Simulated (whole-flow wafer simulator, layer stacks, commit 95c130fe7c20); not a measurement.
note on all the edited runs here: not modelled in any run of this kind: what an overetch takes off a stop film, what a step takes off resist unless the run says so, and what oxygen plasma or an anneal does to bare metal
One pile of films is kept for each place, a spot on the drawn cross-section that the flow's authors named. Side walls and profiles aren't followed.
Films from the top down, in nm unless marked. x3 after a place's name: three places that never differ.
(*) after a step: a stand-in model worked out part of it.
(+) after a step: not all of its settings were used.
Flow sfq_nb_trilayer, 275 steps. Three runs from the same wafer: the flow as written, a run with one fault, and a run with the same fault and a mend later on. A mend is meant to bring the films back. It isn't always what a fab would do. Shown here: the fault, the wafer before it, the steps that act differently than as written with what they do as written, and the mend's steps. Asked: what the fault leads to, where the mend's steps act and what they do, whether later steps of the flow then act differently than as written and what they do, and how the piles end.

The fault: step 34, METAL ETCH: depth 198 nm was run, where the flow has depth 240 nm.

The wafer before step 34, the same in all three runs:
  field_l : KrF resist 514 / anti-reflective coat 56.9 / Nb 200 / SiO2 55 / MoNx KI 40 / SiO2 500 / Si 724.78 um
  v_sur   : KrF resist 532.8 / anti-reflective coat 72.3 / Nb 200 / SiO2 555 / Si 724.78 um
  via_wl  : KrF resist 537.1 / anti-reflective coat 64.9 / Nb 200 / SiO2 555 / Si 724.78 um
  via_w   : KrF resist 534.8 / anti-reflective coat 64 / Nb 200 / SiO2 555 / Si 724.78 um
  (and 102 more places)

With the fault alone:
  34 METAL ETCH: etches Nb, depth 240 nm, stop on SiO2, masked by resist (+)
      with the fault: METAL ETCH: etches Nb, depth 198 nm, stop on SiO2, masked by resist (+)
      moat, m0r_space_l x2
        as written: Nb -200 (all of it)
        with the fault: Nb -198
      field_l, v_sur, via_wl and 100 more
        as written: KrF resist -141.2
        with the fault: KrF resist -116.5
  Later steps of the flow that act differently than as written:
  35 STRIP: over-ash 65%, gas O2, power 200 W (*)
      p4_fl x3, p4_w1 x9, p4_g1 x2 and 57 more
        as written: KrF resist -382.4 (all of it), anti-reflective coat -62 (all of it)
        with the fault: KrF resist -407.1 (all of it), anti-reflective coat -62 (all of it)
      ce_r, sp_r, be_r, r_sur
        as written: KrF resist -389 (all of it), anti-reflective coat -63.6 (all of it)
        with the fault: KrF resist -413.7 (all of it), anti-reflective coat -63.6 (all of it)
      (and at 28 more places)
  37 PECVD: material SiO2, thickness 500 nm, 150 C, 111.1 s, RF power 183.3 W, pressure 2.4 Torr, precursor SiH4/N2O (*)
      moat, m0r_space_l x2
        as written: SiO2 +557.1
        with the fault: SiO2 +555.1 (new film)
  At the end the piles differ from the flow's by more than 2% or 0.5 nm, whichever is larger, at moat, m0r_space_l x2.
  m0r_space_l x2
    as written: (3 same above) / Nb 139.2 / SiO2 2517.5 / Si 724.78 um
    with the fault: (3 same above) / Nb 139.2 / SiO2 1960.5 / Nb 2 / SiO2 555 / Si 724.78 um
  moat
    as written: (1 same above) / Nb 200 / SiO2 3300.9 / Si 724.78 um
    with the fault: (1 same above) / Nb 200 / SiO2 2743.9 / Nb 2 / SiO2 555 / Si 724.78 um

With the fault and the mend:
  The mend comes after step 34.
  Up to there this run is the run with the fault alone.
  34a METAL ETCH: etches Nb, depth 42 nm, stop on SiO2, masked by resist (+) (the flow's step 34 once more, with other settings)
      field_l, v_sur, via_wl and 100 more
        KrF resist -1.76
      moat, m0r_space_l x2
        Nb -2 (all of it)
  Later steps of the flow that act differently than as written:
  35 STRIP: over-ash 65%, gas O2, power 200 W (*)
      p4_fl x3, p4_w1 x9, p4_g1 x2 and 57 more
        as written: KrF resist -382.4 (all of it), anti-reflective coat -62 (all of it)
        with the mend: KrF resist -405.3 (all of it), anti-reflective coat -62 (all of it)
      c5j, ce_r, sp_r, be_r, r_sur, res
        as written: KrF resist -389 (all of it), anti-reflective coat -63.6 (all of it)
        with the mend: KrF resist -412 (all of it), anti-reflective coat -63.6 (all of it)
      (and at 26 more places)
  At the end the piles are the same as the flow's at every place that both follow.
